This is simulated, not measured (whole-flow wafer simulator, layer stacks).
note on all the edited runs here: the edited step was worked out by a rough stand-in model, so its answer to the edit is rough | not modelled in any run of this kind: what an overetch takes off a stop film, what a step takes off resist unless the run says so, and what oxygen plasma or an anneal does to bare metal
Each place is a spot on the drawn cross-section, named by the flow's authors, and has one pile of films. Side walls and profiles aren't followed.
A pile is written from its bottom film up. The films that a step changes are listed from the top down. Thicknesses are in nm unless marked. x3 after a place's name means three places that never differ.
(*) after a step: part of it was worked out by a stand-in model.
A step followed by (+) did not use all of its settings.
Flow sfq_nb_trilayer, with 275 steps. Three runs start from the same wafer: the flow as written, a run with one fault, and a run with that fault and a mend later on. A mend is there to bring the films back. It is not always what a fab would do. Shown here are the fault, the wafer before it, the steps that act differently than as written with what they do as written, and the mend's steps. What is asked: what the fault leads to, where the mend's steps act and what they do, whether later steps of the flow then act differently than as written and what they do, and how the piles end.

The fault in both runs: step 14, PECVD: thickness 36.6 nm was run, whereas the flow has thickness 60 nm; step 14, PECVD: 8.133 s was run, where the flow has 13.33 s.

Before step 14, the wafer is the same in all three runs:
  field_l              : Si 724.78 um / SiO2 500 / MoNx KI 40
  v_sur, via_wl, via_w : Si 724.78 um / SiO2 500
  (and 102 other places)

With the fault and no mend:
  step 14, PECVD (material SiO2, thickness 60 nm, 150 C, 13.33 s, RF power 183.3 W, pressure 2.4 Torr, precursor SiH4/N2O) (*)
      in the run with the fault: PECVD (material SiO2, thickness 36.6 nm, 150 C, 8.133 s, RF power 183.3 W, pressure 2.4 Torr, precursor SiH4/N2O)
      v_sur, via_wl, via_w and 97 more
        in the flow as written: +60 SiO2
        in the run with the fault: +36.6 SiO2
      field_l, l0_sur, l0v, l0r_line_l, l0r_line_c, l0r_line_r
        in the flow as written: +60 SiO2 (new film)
        in the run with the fault: +36.6 SiO2 (new film)
  Steps further on in the flow that do not act as written (not shown: 10 more steps that differ only slightly, by at most 2% or 0.5 nm, whichever is larger):
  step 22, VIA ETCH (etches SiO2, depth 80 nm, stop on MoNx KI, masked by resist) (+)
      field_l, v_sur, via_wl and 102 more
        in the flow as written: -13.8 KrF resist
        in the run with the fault: -9.43 KrF resist
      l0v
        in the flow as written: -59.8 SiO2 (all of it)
        in the run with the fault: -36.4 SiO2 (all of it)
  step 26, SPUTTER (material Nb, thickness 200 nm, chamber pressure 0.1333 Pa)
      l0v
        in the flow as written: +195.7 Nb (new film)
        in the run with the fault: +200 Nb (new film)
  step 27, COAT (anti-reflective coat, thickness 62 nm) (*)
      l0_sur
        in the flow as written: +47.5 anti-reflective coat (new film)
        in the run with the fault: +50.1 anti-reflective coat (new film)
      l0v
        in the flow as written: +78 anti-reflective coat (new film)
        in the run with the fault: +70.6 anti-reflective coat (new film)
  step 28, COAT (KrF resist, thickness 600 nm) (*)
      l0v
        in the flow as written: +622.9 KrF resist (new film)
        in the run with the fault: +608.2 KrF resist (new film)
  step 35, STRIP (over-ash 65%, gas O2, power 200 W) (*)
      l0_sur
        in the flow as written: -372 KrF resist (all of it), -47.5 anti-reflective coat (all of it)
        in the run with the fault: -373.5 KrF resist (all of it), -50.1 anti-reflective coat (all of it)
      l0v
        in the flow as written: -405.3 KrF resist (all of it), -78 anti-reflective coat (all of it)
        in the run with the fault: -390.6 KrF resist (all of it), -70.6 anti-reflective coat (all of it)
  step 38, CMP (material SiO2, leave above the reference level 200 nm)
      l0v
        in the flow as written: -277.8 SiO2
        in the run with the fault: -305.5 SiO2
  At field_l, v_sur, via_wl and 100 more, the piles at the end differ from the flow's by more than 2% or 0.5 nm, whichever is larger.
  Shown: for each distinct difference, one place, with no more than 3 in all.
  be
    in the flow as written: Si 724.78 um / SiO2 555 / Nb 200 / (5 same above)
    in the run with the fault: Si 724.78 um / SiO2 531.6 / Nb 200 / (5 same above)
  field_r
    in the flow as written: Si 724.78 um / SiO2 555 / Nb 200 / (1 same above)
    in the run with the fault: Si 724.78 um / SiO2 531.6 / Nb 200 / (1 same above)
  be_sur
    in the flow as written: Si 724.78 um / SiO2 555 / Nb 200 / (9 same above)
    in the run with the fault: Si 724.78 um / SiO2 531.6 / Nb 200 / (9 same above)

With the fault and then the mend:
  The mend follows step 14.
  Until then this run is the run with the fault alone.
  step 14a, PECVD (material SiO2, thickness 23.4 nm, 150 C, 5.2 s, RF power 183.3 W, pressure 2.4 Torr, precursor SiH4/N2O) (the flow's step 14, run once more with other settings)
      field_l, v_sur, via_wl and 103 more
        +23.4 SiO2
  Every later step of the flow that is run acts as written, at every place that is followed, to within 2% or 0.5 nm, whichever is larger.
  The piles end the same as the flow's at every place that both follow.
